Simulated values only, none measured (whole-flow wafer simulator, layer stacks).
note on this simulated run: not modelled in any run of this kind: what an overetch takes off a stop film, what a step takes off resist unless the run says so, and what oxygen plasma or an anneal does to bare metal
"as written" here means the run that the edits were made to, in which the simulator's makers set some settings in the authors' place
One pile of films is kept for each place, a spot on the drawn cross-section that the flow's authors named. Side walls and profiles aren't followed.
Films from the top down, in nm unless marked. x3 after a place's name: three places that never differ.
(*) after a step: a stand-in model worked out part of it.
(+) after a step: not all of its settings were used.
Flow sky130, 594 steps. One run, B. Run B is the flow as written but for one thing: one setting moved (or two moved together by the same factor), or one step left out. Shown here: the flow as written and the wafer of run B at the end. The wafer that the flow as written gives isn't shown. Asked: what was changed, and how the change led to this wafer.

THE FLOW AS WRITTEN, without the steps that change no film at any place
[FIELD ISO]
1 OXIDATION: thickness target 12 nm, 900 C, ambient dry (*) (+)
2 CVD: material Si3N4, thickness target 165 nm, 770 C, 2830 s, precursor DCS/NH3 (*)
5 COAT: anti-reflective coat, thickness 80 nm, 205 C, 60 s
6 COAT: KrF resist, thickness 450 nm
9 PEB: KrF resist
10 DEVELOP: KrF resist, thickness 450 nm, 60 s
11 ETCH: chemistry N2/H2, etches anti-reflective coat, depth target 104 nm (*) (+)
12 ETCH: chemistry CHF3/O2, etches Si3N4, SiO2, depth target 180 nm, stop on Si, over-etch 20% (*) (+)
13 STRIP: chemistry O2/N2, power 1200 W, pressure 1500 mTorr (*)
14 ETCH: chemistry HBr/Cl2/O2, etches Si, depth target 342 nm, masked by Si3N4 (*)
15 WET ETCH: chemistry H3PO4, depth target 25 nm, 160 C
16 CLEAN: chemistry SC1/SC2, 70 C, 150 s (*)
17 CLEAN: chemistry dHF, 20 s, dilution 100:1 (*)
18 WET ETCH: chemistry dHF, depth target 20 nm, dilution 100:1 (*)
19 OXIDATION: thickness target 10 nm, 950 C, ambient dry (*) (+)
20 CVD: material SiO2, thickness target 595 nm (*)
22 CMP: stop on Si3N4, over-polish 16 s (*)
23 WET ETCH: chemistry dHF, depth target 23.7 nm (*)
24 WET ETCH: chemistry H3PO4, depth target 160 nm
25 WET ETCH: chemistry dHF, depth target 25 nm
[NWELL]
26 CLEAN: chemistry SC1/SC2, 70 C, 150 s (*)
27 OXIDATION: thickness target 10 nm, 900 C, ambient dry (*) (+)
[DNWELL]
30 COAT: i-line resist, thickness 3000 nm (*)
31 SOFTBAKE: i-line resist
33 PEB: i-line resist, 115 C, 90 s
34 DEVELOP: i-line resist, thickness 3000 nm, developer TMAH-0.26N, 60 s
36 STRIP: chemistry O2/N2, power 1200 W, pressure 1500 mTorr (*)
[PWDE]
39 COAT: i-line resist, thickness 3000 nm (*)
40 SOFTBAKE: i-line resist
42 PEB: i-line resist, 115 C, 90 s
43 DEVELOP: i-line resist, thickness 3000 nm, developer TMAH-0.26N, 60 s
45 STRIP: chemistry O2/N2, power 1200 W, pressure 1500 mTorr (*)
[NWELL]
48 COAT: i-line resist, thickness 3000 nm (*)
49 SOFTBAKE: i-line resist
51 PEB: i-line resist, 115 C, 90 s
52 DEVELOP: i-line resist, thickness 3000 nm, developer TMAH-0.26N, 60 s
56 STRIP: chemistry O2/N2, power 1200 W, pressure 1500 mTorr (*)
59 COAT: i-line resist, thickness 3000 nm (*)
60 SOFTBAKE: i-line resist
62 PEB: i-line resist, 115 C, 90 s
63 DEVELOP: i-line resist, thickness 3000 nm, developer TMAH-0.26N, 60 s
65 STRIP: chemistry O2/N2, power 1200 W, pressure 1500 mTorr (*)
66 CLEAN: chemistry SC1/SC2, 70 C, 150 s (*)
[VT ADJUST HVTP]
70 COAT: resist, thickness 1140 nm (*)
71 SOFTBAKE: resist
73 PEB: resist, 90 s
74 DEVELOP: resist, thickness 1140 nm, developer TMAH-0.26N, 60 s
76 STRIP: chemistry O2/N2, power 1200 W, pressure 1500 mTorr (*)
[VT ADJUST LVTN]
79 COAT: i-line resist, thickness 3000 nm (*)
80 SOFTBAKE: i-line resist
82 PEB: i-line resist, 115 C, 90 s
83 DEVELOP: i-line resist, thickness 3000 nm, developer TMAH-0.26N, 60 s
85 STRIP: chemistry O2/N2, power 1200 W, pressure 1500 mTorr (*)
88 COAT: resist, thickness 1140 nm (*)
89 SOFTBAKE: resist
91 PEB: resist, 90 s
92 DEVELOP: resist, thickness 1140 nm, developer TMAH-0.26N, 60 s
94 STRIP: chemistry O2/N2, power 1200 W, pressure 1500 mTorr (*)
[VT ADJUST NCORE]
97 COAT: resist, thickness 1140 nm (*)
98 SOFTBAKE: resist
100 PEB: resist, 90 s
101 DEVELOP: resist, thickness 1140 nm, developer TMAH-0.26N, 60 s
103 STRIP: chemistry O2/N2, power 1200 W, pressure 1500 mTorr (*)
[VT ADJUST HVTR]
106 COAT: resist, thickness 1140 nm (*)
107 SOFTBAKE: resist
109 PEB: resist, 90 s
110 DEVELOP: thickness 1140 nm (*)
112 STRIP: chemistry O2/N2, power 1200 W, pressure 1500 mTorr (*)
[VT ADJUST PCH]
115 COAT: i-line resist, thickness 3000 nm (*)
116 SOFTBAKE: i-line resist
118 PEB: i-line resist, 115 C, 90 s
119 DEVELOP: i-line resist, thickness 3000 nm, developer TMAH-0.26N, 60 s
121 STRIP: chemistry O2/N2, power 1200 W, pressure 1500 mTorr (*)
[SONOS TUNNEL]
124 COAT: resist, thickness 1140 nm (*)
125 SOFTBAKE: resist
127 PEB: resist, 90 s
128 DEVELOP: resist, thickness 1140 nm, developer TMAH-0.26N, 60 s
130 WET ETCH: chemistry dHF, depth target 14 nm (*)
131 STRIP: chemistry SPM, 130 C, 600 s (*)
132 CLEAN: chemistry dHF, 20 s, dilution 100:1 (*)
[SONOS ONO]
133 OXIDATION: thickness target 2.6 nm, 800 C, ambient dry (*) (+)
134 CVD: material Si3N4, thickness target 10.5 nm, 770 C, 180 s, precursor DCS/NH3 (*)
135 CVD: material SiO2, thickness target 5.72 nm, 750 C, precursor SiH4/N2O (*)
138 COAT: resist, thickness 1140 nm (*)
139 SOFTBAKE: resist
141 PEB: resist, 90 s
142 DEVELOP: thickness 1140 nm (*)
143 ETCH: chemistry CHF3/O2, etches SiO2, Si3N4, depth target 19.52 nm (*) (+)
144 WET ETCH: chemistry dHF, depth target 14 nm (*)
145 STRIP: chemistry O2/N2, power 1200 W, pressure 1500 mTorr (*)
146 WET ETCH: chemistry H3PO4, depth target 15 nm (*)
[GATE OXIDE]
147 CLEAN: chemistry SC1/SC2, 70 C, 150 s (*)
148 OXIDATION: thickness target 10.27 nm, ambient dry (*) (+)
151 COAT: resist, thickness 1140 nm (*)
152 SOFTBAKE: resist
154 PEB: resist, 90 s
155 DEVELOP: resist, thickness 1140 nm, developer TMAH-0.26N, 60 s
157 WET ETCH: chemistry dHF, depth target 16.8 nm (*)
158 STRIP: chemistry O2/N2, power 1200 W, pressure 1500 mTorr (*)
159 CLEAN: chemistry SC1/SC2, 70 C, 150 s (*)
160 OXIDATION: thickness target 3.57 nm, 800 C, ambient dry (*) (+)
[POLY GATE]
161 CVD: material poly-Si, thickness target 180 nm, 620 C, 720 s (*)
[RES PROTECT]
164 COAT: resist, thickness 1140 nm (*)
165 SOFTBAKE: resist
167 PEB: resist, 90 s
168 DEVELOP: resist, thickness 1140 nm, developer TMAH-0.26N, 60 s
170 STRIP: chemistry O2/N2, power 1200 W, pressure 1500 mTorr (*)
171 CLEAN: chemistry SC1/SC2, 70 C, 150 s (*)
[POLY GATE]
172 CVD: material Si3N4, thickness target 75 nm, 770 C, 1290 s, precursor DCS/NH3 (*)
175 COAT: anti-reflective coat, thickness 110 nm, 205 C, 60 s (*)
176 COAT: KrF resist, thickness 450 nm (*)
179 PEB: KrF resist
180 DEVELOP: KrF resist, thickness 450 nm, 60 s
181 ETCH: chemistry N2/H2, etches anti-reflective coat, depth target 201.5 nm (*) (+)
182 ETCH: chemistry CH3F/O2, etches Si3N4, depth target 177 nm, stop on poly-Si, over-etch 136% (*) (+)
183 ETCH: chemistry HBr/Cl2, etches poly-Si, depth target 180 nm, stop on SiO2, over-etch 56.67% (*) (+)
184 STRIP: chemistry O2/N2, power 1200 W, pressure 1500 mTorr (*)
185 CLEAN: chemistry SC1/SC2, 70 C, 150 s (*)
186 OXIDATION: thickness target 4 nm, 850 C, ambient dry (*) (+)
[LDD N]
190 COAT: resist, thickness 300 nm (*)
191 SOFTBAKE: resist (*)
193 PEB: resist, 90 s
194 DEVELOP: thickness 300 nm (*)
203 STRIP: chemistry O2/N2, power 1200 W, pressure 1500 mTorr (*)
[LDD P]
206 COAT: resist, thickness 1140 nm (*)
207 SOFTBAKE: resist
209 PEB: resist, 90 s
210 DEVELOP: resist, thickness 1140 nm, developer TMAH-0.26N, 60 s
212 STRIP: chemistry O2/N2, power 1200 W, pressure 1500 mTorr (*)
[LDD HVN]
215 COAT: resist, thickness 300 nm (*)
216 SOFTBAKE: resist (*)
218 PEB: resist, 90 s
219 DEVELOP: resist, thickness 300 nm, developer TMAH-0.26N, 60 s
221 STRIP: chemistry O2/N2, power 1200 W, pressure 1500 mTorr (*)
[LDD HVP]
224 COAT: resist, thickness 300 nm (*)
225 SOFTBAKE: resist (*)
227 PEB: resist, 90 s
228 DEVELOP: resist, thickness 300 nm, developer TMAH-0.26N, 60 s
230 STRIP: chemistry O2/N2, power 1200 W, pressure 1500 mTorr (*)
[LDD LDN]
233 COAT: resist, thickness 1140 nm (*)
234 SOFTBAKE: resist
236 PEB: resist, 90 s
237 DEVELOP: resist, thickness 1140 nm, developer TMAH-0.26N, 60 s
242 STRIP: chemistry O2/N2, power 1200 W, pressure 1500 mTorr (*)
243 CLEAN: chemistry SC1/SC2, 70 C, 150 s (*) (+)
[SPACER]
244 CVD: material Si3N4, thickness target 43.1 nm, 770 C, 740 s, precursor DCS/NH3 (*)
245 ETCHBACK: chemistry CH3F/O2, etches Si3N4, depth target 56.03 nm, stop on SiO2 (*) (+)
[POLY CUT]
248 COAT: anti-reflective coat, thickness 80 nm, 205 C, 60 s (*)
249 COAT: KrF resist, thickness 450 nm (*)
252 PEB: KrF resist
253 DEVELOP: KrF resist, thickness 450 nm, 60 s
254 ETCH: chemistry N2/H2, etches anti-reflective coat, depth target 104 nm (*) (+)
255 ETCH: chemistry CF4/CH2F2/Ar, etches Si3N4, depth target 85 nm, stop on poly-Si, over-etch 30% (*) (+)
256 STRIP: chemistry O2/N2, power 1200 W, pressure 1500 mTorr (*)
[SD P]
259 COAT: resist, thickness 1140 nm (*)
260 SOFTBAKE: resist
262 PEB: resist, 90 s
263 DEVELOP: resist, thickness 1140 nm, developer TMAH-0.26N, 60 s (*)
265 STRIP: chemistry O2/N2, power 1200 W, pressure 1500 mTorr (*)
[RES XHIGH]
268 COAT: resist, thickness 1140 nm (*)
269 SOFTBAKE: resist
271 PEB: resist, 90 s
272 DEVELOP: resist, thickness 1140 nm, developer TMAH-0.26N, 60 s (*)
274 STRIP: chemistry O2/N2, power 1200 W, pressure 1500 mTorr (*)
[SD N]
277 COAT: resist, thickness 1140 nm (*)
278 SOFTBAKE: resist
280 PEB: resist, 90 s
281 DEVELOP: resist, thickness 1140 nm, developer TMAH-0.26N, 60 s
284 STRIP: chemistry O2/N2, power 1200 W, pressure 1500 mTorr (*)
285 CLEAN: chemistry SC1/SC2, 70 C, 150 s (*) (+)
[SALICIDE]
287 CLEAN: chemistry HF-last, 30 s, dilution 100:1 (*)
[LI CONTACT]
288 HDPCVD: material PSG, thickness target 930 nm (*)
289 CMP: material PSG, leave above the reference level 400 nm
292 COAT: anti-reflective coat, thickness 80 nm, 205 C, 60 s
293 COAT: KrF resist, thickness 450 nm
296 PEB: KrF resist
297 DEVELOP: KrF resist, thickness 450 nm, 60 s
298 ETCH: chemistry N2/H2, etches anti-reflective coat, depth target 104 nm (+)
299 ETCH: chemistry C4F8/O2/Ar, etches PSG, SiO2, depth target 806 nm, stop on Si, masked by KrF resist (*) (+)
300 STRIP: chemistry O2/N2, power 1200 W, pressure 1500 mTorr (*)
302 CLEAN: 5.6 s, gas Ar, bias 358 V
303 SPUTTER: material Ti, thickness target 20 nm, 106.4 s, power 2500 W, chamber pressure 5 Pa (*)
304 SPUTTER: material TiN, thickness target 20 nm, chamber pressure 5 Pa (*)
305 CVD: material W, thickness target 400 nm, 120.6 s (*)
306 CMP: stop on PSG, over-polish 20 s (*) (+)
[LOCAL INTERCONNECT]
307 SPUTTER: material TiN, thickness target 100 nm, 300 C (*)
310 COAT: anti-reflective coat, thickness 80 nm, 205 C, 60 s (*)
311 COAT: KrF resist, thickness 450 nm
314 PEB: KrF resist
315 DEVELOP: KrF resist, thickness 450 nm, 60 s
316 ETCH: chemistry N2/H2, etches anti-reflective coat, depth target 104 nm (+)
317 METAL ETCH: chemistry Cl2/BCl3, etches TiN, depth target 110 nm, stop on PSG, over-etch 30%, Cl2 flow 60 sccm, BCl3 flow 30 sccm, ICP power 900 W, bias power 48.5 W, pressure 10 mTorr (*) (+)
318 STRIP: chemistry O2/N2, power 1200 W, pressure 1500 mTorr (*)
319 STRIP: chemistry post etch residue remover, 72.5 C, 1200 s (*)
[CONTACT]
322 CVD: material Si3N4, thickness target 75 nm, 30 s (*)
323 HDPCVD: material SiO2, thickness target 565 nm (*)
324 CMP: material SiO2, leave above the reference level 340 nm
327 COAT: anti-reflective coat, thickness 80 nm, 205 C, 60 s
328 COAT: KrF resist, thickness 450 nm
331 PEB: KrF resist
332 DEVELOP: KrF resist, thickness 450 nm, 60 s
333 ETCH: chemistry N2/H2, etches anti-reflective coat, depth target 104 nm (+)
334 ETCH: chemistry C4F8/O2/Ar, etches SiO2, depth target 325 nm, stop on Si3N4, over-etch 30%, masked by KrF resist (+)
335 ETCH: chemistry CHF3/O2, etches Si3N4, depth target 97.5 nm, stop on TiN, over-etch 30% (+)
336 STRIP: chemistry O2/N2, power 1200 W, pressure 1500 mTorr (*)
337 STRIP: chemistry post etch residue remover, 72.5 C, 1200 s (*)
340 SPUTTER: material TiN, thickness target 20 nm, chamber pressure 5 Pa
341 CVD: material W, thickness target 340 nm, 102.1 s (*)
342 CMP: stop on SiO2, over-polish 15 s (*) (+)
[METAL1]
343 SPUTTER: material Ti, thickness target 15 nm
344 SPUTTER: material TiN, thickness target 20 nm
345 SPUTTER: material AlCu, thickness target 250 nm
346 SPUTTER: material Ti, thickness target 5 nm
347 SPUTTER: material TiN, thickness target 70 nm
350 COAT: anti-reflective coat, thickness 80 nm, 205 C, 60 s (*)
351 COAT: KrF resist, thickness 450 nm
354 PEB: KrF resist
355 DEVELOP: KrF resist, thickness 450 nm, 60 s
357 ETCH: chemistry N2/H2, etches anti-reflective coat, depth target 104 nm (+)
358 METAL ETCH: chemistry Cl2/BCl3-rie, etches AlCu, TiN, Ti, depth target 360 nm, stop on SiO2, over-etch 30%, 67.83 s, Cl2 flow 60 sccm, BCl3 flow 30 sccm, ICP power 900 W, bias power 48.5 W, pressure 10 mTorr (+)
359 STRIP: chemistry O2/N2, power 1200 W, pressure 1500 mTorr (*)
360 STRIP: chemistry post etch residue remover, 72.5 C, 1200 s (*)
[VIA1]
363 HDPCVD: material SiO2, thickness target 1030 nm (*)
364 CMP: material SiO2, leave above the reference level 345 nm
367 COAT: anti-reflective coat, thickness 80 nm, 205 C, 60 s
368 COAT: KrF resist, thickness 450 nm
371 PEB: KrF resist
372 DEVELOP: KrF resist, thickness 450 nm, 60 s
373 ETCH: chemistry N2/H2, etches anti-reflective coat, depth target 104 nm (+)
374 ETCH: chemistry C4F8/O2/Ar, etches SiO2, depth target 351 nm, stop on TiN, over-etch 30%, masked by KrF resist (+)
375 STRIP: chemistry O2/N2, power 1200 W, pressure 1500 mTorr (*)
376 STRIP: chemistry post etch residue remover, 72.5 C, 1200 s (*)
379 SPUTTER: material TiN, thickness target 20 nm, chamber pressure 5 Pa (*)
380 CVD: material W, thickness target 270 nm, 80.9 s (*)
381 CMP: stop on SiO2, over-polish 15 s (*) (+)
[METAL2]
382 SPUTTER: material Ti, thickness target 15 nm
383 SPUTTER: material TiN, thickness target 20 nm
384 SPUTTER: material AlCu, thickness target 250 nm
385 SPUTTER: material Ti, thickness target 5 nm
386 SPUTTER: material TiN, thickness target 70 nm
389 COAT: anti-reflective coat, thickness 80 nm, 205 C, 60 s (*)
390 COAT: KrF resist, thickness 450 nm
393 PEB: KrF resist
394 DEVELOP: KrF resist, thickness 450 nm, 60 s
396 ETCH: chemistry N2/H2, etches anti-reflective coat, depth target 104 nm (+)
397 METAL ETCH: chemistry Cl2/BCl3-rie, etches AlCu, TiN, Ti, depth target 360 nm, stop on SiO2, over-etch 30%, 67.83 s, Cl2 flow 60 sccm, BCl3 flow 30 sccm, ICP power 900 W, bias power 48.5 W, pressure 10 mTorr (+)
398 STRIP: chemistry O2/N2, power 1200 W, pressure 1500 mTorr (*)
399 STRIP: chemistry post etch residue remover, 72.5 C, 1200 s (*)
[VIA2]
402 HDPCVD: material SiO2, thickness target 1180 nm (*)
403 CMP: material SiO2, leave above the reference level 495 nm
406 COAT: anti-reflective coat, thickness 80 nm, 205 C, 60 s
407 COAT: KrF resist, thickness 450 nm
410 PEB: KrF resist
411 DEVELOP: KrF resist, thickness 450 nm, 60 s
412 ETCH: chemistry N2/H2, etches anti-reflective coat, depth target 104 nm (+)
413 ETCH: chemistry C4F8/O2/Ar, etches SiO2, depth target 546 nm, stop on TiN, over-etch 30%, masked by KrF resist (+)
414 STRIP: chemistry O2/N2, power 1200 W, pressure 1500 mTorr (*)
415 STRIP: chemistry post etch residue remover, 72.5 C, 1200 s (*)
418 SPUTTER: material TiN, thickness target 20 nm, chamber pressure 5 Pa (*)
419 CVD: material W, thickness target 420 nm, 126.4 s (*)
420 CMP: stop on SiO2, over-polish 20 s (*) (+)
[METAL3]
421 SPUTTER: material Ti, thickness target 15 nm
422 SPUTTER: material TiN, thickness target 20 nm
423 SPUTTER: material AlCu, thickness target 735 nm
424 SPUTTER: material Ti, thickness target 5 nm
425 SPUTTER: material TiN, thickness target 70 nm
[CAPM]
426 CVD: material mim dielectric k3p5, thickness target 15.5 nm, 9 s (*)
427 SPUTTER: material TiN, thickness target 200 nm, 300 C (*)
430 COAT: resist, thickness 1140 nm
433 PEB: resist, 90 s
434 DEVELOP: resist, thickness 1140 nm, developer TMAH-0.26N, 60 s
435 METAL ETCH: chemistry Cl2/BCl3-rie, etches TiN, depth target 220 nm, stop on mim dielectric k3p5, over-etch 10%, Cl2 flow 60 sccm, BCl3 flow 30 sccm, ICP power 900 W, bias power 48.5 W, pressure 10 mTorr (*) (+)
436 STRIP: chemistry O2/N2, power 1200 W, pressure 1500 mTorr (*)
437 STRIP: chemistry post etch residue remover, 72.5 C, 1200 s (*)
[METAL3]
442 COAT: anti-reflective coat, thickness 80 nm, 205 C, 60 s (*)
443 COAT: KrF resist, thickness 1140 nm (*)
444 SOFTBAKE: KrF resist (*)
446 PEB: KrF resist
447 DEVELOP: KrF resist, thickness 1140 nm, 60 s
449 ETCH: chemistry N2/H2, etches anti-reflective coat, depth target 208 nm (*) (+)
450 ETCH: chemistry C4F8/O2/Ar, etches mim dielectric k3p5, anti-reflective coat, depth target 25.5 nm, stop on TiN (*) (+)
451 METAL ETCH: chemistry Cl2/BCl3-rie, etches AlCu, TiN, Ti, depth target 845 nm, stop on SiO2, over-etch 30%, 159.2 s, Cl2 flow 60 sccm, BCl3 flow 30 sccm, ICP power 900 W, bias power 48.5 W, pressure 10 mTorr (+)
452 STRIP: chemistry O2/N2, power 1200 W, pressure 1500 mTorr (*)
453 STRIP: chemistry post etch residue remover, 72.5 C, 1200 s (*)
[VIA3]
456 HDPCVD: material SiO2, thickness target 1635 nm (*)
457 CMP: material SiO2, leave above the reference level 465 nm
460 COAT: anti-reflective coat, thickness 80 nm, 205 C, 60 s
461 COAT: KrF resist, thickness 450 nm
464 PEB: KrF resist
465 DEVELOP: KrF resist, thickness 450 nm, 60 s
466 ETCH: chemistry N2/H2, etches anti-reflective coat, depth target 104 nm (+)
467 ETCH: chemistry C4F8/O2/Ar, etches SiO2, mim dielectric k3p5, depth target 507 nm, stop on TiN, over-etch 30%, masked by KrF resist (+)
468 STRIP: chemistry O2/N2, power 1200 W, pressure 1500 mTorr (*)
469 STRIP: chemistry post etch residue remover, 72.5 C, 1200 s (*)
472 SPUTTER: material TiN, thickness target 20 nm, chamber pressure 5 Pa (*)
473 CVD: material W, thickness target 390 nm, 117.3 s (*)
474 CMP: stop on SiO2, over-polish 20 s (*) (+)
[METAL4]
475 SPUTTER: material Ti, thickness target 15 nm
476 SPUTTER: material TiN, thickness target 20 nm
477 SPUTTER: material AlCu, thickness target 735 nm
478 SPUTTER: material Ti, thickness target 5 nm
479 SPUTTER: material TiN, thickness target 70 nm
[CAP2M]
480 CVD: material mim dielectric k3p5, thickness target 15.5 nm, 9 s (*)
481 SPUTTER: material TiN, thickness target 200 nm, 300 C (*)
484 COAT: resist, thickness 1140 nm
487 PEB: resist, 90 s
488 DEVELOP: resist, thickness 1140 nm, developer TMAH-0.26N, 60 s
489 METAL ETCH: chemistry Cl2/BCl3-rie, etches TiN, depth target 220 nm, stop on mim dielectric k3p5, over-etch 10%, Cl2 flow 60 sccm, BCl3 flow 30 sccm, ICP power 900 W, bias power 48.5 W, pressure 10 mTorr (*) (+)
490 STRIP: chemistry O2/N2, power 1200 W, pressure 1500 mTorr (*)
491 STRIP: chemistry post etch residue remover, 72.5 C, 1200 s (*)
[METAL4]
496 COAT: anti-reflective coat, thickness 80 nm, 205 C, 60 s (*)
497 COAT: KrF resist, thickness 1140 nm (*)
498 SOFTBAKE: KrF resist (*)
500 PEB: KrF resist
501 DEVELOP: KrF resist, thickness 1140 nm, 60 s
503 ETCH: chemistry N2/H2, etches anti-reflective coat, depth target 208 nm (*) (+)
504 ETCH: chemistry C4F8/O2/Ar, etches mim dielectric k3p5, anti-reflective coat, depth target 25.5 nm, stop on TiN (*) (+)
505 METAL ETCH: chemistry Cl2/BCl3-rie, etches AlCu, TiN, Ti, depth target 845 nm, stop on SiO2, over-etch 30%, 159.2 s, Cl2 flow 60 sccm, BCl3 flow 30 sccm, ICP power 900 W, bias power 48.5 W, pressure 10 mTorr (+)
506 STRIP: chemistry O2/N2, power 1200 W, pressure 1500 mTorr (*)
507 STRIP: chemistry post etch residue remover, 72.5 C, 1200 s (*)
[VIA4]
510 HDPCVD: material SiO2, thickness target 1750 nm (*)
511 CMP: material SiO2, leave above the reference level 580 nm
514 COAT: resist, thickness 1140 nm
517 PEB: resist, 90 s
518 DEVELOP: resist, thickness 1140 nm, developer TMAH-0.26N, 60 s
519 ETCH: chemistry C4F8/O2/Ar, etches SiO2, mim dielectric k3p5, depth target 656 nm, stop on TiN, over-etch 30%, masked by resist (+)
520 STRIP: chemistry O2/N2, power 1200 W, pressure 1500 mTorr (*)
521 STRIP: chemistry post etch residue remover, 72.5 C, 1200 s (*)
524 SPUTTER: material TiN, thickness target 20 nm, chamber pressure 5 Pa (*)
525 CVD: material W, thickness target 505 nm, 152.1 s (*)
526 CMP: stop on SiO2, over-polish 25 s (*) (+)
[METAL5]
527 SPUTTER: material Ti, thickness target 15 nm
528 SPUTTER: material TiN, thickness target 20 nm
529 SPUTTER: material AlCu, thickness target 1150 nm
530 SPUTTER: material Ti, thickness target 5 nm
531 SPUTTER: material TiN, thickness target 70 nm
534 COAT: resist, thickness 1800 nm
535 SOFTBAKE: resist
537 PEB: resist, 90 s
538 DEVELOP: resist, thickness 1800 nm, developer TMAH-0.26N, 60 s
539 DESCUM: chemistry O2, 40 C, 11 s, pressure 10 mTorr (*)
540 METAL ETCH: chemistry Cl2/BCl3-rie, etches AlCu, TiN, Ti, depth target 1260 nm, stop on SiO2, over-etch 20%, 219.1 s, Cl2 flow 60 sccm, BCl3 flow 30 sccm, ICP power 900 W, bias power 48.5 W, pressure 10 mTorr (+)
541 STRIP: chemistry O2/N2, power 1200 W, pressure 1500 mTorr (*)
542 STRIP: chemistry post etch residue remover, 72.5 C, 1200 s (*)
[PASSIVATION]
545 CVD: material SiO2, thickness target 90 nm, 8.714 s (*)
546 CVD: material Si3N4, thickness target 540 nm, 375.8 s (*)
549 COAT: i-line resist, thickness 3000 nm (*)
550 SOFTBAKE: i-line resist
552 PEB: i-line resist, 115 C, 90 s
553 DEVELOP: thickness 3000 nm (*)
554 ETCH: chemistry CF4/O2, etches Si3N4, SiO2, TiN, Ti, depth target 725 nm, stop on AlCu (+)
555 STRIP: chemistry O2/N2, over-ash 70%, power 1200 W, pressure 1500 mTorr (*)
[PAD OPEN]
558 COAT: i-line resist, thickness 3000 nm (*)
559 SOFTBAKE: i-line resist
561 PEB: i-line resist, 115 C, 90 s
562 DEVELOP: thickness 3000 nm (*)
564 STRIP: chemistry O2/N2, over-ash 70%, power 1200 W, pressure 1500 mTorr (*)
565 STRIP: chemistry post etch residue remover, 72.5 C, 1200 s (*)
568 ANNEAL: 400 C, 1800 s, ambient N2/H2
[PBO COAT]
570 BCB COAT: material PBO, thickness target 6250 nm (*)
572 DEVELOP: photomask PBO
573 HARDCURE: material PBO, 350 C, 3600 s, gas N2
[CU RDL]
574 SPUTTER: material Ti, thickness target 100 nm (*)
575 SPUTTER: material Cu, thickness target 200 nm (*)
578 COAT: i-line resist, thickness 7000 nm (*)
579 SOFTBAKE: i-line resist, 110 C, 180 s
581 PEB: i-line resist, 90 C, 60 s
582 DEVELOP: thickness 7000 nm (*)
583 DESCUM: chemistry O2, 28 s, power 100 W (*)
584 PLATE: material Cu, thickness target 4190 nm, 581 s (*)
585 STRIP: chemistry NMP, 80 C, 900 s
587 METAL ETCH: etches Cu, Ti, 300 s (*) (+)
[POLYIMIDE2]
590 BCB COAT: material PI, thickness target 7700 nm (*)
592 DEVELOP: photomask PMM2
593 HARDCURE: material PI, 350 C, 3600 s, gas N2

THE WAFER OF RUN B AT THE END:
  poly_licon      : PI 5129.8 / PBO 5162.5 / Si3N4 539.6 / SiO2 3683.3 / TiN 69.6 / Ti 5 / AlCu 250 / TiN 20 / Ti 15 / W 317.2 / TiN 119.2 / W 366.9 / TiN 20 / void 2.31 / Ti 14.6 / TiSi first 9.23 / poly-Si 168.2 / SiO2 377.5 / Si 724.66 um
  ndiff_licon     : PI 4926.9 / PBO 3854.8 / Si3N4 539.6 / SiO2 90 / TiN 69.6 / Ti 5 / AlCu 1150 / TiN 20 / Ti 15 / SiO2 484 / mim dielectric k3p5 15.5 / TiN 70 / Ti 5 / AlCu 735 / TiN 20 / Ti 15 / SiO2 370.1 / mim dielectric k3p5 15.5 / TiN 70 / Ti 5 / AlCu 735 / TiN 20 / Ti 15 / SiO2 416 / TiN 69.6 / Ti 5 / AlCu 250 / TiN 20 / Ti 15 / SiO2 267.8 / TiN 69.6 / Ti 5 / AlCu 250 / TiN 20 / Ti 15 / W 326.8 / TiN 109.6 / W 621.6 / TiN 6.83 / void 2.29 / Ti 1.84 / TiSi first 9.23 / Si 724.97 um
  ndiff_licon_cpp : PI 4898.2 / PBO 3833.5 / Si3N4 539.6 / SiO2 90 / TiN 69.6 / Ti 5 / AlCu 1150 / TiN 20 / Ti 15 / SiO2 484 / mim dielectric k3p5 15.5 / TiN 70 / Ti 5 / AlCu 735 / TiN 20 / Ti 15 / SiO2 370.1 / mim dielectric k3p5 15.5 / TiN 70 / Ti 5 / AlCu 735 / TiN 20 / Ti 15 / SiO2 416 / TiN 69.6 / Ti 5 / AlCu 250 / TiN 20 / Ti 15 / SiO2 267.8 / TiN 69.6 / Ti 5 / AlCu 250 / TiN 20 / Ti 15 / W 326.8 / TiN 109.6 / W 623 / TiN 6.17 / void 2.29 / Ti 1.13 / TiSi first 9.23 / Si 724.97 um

The cause: step 568, ANNEAL: 418 C was run, where the flow has 400 C.

How the change led to this, step by step:
  568 ANNEAL: 400 C, 1800 s, ambient N2/H2
      poly_licon, rpo_hd_licon: under 11 films: void +2.2 (new film), Ti -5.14, TiSi first +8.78 (new film), poly-Si -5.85 (as written it would be: under 11 films: void +1.54 (new film), Ti -3.59, TiSi first +6.13 (new film), poly-Si -4.08)
      ndiff_licon, ndiff_licon_cpp: under 37 films: void +2.18 (new film), Ti -5.14, TiSi first +8.78 (new film), Si -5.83 (as written it would be: under 37 films: void +1.52 (new film), Ti -3.59, TiSi first +6.13 (new film), Si -4.07)
